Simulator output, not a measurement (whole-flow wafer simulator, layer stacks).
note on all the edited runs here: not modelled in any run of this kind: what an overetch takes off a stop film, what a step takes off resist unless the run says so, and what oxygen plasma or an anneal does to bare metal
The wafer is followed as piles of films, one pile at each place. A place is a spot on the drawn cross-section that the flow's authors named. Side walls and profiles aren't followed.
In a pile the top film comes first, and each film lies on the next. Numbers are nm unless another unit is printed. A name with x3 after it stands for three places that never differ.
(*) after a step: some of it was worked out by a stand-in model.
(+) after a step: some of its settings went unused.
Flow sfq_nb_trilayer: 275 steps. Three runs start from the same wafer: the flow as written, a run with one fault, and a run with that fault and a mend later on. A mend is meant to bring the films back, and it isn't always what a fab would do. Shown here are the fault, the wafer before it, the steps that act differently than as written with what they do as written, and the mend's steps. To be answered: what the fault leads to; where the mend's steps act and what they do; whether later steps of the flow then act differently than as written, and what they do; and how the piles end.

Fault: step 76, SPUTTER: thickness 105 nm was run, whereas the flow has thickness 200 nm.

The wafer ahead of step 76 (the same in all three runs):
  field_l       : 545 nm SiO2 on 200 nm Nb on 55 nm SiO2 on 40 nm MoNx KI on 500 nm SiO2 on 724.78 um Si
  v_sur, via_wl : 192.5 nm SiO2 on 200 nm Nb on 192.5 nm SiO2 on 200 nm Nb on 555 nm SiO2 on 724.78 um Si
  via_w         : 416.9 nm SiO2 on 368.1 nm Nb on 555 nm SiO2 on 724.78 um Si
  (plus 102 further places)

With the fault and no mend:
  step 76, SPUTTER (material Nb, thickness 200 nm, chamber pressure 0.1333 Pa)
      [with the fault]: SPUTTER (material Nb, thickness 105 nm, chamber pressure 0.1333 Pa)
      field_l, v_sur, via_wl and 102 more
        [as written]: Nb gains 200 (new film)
        [with the fault]: Nb gains 105 (new film)
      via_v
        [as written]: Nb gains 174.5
        [with the fault]: Nb gains 92.5
  Later steps of the flow acting differently than as written (4 other steps are not shown; they differ only slightly, by no more than 2% or 0.5 nm, whichever is larger):
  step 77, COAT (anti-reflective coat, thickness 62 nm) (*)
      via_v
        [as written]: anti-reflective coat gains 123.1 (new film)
        [with the fault]: anti-reflective coat gains 119 (new film)
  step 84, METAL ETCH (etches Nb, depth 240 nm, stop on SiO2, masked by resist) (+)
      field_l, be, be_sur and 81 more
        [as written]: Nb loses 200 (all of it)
        [with the fault]: Nb loses 105 (all of it)
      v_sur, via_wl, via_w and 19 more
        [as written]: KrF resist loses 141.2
        [with the fault]: KrF resist loses 92.6
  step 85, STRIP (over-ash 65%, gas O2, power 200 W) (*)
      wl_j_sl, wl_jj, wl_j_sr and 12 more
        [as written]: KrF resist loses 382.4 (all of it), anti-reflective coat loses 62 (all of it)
        [with the fault]: KrF resist loses 430.9 (all of it), anti-reflective coat loses 62 (all of it)
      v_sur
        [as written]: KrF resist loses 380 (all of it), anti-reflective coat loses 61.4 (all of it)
        [with the fault]: KrF resist loses 428.7 (all of it), anti-reflective coat loses 61.4 (all of it)
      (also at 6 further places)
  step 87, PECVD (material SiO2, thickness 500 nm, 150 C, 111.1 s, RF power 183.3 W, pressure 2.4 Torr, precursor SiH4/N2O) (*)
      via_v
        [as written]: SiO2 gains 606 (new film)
        [with the fault]: SiO2 gains 582.7 (new film)
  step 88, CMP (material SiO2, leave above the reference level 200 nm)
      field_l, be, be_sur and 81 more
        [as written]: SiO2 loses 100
        [with the fault]: SiO2 loses 195
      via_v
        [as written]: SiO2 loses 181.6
        [with the fault]: SiO2 loses 171.2
  The piles end different from the flow's at field_l, v_sur, via_wl and 103 more by more than 2% or 0.5 nm, whichever is larger.
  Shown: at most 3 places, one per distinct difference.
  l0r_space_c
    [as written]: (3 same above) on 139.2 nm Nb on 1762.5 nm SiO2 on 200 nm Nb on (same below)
    [with the fault]: (3 same above) on 139.2 nm Nb on 1667.5 nm SiO2 on 200 nm Nb on (same below)
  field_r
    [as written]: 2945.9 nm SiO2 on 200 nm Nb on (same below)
    [with the fault]: 2850.9 nm SiO2 on 200 nm Nb on (same below)
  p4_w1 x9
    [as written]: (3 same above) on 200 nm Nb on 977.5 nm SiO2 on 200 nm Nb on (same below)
    [with the fault]: (3 same above) on 200 nm Nb on 882.5 nm SiO2 on 200 nm Nb on (same below)

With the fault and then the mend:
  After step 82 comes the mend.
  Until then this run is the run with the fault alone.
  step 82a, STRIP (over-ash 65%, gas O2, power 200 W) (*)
      p4_fl x3, p4_w1 x9, p4_g1 x2 and 48 more
        anti-reflective coat loses 62 (all of it)
      wl_j_sl, wl_jj, wl_j_sr and 12 more
        KrF resist loses 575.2 (all of it), anti-reflective coat loses 62 (all of it)
      moat, field_r, lsp_l and 6 more
        anti-reflective coat loses 61.8 (all of it)
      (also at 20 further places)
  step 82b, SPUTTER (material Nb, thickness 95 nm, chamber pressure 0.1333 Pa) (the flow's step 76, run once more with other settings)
      field_l, v_sur, via_wl and 102 more
        Nb gains 95
      via_v
        Nb gains 77.9
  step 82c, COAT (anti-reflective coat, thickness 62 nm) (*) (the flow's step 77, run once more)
      p4_fl x3, p4_w1 x9, p4_g1 x2 and 63 more
        anti-reflective coat gains 62 (new film)
      moat, field_r, lsp_l and 6 more
        anti-reflective coat gains 61.8 (new film)
      be_r, r_sur, res, r_end
        anti-reflective coat gains 61.7 (new film)
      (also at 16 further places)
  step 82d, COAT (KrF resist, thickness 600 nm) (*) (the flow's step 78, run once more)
      p4_fl x3, p4_w1 x9, p4_g1 x2 and 63 more
        KrF resist gains 600 (new film)
      field_r, lsp_l, ln_m5, l0v
        KrF resist gains 599.5 (new film)
      lsp_m, ln_m6, lsp_r, l0_sur
        KrF resist gains 599.6 (new film)
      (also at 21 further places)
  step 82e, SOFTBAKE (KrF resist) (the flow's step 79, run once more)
      does not change any film at any place that is followed
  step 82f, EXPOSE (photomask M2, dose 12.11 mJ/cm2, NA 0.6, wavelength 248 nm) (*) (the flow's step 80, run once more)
      does not change any film at any place that is followed
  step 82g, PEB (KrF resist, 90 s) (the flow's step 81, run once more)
      field_l, v_sur, via_wl and 97 more
        KrF resist loses 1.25
      via_w, via_wr, via_sp, wire, be
        KrF resist loses 1.24
      via_v
        KrF resist loses 1.6
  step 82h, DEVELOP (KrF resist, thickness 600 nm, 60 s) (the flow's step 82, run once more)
      p4_fl x3, p4_w1 x9, p4_g1 x2 and 48 more
        KrF resist loses 598.7 (all of it)
      v_sur, via_wl, via_w and 19 more
        KrF resist loses 23.5
      lsp_l, ln_m5, lsp_m, ln_m6, lsp_r, l0_sur, l0v
        KrF resist loses 598.3 (all of it)
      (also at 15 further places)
  Every later step of the flow that is run acts as written, at every place that is followed, to within 2% or 0.5 nm, whichever is larger.
  When the end is reached, the piles differ only a little from the flow's at the places that both follow, at most by 2% or 0.5 nm, whichever is larger.
